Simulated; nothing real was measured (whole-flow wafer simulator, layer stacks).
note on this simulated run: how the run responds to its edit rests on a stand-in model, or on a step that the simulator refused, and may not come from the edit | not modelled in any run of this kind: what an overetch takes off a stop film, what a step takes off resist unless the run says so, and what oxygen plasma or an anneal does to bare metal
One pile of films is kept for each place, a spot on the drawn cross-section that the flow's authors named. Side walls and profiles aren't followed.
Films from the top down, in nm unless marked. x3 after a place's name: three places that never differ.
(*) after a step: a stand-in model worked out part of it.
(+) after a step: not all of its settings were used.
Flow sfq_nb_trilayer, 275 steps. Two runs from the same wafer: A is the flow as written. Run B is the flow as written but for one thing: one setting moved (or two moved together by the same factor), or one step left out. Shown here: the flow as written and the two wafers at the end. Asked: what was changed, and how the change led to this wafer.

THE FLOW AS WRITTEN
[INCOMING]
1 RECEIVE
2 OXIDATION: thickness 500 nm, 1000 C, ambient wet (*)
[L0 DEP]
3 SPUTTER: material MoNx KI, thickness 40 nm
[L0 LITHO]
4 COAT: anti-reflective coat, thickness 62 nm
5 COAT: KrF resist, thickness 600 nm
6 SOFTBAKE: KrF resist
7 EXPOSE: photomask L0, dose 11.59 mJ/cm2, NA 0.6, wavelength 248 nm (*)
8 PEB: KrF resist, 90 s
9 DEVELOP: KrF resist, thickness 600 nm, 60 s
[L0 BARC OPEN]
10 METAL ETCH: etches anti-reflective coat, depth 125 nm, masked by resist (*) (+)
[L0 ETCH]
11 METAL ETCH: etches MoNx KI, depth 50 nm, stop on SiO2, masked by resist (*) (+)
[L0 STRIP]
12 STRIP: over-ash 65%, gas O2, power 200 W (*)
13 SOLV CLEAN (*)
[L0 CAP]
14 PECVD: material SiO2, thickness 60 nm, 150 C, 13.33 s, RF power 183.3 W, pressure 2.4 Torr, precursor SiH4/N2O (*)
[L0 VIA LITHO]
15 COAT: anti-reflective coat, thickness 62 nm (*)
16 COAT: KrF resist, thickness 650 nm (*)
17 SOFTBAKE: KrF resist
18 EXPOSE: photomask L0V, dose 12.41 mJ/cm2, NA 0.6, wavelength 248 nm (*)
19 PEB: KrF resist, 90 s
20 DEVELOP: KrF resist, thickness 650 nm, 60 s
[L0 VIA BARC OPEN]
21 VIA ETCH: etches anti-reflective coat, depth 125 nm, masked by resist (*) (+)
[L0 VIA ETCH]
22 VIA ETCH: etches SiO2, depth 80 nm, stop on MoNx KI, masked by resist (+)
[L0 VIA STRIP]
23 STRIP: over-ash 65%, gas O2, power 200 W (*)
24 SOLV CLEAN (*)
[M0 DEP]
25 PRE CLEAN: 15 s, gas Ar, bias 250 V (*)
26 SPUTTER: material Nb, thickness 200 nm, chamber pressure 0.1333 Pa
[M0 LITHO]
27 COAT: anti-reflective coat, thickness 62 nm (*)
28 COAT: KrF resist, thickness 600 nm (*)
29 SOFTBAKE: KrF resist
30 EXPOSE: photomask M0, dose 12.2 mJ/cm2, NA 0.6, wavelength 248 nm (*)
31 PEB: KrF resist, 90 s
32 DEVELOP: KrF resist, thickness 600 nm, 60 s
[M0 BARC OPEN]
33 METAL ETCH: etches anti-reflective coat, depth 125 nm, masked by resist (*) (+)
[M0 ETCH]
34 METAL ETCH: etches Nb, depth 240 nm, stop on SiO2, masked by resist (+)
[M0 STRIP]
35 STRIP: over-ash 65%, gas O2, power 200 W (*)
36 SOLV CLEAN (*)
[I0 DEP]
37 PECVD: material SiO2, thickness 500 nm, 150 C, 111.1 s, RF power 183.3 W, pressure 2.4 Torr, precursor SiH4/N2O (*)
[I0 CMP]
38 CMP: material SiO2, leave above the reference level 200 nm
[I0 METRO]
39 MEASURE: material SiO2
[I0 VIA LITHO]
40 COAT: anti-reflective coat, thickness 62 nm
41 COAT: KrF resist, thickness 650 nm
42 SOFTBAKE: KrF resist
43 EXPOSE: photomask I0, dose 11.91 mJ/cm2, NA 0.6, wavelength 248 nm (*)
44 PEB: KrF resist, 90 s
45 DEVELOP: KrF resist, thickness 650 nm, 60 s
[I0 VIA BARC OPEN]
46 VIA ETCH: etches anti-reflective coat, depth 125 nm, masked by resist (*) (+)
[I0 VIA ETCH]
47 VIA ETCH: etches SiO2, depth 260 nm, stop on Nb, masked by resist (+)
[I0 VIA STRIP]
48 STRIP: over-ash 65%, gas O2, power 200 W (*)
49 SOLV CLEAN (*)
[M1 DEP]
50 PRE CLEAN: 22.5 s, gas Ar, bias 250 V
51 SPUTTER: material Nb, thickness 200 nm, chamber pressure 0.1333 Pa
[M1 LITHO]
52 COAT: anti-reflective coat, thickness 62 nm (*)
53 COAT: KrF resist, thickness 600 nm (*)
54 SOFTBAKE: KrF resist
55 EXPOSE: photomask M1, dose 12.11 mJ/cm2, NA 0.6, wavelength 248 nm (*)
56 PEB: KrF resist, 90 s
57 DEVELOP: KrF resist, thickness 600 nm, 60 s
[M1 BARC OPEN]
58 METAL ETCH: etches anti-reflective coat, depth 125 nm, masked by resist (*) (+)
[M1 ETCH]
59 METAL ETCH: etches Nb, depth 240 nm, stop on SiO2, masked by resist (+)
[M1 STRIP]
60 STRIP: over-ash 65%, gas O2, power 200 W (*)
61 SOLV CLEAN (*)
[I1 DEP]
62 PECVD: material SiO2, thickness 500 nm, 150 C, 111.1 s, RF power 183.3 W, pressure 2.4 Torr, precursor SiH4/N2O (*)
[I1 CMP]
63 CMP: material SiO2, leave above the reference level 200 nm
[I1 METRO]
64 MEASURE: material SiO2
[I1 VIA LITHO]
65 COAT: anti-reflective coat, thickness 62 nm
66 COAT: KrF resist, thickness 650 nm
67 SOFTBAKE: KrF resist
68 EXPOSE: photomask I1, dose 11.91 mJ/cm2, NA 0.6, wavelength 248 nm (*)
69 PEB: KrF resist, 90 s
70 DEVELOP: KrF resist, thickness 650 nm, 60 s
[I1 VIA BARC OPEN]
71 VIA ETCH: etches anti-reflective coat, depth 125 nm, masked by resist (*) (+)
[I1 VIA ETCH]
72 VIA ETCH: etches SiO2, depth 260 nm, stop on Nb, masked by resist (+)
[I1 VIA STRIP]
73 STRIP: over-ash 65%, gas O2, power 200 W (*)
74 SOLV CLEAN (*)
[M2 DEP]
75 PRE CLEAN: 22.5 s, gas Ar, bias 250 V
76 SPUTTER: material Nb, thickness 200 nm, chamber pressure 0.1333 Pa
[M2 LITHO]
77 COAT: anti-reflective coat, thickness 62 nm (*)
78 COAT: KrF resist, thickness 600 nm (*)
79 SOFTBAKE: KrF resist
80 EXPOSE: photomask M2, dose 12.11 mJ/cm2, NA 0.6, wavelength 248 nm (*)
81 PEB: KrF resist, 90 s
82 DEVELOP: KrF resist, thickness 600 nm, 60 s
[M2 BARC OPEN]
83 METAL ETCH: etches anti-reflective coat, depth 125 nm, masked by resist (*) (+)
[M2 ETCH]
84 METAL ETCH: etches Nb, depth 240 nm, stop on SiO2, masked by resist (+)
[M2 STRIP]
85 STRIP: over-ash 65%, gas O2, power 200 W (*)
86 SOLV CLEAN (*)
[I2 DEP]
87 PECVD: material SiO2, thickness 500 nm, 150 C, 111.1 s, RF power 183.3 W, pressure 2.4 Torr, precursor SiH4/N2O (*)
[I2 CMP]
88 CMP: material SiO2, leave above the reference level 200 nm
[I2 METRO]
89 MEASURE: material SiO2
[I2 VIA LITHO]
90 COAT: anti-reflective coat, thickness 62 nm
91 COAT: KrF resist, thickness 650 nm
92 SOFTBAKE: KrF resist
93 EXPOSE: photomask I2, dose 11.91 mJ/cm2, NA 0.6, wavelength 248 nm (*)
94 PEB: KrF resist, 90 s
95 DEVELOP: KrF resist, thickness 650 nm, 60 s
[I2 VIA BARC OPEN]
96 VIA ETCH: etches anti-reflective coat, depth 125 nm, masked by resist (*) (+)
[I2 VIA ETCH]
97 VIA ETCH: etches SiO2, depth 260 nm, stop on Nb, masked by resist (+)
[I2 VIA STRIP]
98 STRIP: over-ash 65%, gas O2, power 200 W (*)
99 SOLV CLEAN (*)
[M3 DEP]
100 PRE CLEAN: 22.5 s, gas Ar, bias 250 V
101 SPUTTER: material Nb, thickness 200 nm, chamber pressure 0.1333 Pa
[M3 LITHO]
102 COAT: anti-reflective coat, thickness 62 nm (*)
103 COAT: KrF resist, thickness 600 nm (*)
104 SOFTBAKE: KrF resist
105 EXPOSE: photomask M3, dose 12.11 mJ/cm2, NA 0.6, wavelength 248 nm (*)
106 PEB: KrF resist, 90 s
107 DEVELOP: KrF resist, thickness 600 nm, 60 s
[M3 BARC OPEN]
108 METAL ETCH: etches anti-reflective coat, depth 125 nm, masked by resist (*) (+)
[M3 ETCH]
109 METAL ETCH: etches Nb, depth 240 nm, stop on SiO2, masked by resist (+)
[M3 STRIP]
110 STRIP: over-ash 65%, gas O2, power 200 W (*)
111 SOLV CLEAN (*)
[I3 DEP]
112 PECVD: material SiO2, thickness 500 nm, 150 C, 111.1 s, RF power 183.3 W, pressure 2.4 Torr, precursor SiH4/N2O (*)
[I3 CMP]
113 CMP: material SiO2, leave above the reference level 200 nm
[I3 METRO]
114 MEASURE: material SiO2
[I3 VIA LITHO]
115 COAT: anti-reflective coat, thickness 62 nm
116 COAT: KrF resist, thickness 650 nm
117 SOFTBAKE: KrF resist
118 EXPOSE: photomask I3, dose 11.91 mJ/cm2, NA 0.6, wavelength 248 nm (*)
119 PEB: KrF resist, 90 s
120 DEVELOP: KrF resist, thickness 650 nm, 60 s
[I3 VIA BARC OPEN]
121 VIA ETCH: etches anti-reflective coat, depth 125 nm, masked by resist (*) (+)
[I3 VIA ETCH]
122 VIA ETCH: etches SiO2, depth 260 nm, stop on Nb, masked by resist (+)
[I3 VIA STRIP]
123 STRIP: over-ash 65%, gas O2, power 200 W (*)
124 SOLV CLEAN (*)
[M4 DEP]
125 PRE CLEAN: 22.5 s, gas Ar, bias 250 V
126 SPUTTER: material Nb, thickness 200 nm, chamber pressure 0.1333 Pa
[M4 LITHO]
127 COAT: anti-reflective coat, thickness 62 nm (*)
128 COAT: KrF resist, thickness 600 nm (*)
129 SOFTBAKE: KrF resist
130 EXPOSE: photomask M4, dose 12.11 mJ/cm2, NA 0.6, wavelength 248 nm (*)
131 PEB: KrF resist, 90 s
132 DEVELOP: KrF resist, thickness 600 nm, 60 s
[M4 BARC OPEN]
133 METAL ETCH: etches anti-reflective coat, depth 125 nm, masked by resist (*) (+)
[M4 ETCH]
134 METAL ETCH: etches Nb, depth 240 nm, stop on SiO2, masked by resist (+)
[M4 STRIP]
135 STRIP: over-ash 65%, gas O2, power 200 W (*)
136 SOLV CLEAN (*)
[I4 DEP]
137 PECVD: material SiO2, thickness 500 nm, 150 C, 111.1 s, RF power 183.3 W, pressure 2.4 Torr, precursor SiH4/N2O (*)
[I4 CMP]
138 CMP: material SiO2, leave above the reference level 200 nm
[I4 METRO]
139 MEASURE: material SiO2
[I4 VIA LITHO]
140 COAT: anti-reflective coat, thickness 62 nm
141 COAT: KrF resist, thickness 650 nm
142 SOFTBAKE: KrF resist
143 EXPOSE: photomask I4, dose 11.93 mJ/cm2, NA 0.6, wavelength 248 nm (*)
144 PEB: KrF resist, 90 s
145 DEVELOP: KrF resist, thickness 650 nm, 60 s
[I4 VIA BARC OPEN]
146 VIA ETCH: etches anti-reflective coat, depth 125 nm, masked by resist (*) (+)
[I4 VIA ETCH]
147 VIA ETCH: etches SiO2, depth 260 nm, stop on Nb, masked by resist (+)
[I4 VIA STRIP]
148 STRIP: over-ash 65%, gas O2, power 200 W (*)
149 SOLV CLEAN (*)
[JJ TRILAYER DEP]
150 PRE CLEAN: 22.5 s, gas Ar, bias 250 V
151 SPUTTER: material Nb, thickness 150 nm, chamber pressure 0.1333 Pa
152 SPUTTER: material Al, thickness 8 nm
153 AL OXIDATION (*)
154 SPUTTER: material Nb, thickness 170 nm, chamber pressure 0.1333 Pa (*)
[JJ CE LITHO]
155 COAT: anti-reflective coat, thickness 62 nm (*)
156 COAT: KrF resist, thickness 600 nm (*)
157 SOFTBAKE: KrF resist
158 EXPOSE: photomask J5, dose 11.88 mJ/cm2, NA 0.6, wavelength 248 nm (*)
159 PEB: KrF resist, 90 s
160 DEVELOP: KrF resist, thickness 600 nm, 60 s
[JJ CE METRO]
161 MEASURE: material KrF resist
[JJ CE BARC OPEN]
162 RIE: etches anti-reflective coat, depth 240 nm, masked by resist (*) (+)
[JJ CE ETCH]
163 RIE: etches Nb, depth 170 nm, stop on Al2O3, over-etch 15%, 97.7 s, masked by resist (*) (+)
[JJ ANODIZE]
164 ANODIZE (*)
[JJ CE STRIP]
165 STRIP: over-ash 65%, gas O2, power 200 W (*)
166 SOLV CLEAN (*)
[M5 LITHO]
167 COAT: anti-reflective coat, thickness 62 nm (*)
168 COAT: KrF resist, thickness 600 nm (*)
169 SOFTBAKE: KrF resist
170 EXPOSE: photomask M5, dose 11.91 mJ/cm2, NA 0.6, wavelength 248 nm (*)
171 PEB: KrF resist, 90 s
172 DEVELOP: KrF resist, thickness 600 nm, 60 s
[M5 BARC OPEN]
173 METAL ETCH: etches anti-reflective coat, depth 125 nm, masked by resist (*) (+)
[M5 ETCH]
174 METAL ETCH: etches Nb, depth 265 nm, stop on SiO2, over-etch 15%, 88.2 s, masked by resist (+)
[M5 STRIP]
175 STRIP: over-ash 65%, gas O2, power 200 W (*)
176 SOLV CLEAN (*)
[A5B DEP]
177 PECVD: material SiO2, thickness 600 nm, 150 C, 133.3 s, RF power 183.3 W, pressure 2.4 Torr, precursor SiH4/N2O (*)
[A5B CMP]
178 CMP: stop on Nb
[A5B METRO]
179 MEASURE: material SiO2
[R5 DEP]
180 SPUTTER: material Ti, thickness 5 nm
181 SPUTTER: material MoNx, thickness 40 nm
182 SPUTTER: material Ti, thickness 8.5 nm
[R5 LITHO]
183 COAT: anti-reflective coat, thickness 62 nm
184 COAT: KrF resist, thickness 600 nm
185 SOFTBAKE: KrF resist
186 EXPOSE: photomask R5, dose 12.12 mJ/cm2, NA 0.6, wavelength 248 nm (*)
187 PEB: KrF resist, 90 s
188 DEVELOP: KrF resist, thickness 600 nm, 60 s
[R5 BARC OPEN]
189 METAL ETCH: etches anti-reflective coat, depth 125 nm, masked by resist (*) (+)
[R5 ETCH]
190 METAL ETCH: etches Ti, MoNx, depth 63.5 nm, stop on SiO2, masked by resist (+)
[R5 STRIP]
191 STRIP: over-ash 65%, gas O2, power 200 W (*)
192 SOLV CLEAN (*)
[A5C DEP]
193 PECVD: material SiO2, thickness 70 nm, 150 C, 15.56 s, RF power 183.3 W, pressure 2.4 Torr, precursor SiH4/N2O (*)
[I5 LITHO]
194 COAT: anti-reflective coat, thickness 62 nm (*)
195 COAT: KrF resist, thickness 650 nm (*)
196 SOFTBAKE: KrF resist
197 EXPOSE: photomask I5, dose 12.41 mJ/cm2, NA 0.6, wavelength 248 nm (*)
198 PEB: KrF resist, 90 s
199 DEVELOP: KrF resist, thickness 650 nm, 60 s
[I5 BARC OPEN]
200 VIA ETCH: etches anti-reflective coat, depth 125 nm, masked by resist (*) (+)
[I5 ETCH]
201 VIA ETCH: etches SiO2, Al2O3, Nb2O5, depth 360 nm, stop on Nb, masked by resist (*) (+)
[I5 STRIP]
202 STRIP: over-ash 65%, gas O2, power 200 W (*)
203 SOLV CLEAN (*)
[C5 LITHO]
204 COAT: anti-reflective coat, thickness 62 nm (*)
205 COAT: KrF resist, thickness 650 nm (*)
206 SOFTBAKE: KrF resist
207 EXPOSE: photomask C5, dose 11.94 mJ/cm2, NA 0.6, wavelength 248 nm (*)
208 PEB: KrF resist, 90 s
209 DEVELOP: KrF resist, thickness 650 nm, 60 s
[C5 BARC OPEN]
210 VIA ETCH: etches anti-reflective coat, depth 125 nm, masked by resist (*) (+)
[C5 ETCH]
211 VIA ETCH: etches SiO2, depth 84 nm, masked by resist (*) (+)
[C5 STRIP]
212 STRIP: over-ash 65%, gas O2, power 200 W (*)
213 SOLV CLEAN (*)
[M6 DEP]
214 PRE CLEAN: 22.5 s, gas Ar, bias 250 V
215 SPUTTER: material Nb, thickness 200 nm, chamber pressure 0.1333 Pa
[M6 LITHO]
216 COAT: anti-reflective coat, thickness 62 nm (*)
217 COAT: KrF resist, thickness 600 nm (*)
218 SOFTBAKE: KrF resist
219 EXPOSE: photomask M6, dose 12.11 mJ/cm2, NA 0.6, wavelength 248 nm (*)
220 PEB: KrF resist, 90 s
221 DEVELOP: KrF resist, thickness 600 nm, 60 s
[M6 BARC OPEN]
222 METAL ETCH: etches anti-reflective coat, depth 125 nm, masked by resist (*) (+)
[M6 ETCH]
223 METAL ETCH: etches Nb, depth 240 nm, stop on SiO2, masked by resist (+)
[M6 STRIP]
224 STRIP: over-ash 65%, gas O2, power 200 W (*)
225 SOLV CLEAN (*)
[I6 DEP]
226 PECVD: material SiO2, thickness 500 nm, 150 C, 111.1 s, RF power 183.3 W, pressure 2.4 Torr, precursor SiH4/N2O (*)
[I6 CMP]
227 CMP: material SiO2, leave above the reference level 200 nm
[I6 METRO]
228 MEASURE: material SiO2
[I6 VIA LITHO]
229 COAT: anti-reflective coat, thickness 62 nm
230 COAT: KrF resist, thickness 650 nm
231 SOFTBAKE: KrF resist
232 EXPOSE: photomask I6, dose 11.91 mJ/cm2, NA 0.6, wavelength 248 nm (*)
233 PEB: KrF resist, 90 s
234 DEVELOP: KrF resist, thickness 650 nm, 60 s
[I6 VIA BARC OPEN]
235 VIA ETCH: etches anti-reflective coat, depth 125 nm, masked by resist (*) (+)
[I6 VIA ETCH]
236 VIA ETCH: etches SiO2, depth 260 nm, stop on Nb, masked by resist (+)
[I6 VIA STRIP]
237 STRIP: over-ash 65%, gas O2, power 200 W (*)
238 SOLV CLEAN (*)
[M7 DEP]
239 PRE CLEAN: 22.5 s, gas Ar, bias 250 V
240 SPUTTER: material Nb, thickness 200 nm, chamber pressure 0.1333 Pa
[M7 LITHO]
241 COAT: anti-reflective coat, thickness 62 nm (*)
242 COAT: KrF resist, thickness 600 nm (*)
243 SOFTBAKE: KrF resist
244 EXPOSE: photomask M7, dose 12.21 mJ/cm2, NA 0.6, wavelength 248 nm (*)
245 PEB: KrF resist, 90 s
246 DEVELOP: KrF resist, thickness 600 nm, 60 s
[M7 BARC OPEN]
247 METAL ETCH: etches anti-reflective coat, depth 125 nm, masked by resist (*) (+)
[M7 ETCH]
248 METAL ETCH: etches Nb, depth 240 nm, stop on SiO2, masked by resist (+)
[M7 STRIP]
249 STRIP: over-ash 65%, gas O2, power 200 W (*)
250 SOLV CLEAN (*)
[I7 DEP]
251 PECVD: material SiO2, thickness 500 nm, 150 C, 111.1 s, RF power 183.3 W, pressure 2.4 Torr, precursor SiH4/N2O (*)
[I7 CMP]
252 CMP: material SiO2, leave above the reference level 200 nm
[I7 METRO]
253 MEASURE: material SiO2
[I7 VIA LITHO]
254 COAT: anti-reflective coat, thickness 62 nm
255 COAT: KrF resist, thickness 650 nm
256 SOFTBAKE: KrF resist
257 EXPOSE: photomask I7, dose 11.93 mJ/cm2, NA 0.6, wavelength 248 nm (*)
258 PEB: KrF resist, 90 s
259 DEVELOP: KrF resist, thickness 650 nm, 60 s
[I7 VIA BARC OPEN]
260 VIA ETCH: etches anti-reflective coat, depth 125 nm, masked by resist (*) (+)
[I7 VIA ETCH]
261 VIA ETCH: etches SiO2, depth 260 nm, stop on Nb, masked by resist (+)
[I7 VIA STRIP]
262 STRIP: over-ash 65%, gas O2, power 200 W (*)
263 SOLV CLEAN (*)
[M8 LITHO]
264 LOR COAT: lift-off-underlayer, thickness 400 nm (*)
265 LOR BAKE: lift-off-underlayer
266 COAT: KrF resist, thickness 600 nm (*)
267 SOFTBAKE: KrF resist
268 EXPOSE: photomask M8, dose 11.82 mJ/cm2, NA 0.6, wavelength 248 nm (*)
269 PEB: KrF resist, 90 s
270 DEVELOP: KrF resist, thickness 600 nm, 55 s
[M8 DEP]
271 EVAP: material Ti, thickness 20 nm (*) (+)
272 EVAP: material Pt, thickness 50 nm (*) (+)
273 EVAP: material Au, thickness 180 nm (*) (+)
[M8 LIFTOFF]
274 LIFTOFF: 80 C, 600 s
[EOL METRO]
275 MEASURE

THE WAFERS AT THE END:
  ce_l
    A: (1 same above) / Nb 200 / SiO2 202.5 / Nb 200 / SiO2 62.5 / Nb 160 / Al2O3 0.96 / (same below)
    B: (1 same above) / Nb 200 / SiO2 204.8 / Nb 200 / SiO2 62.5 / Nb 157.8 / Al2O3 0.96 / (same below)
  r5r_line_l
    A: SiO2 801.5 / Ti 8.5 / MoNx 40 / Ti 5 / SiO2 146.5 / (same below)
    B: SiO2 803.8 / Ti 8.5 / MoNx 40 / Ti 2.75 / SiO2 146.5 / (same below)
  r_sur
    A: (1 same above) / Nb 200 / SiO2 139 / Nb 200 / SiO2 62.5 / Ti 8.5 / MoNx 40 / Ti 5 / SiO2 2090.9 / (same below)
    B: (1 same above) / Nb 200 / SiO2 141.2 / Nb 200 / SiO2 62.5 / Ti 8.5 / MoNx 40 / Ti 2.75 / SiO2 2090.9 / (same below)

The cause: step 180, SPUTTER: thickness 2.75 nm was run, where the flow has thickness 5 nm.
It can be read off the wafer: r5r_line_l has Ti 2.75, and step 180 as written asks for 5 nm.

How the change led to this, step by step:
  180 SPUTTER: material Ti, thickness 5 nm
      field_l, v_sur, via_wl and 103 more: A Ti +5 (new film) | B Ti +2.75 (new film)
  190 METAL ETCH: etches Ti, MoNx, depth 63.5 nm, stop on SiO2, masked by resist (+)
      field_l, v_sur, via_wl and 92 more: A Ti -8.5 (all of it), MoNx -40 (all of it), Ti -5 (all of it) | B Ti -8.5 (all of it), MoNx -40 (all of it), Ti -2.75 (all of it)
      ce_l, c5j, ce_r, wl_jj: A Ti -8.5 (all of it), MoNx -40 (all of it), Ti -5 (all of it), Nb -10 | B Ti -8.5 (all of it), MoNx -40 (all of it), Ti -2.75 (all of it), Nb -12.2
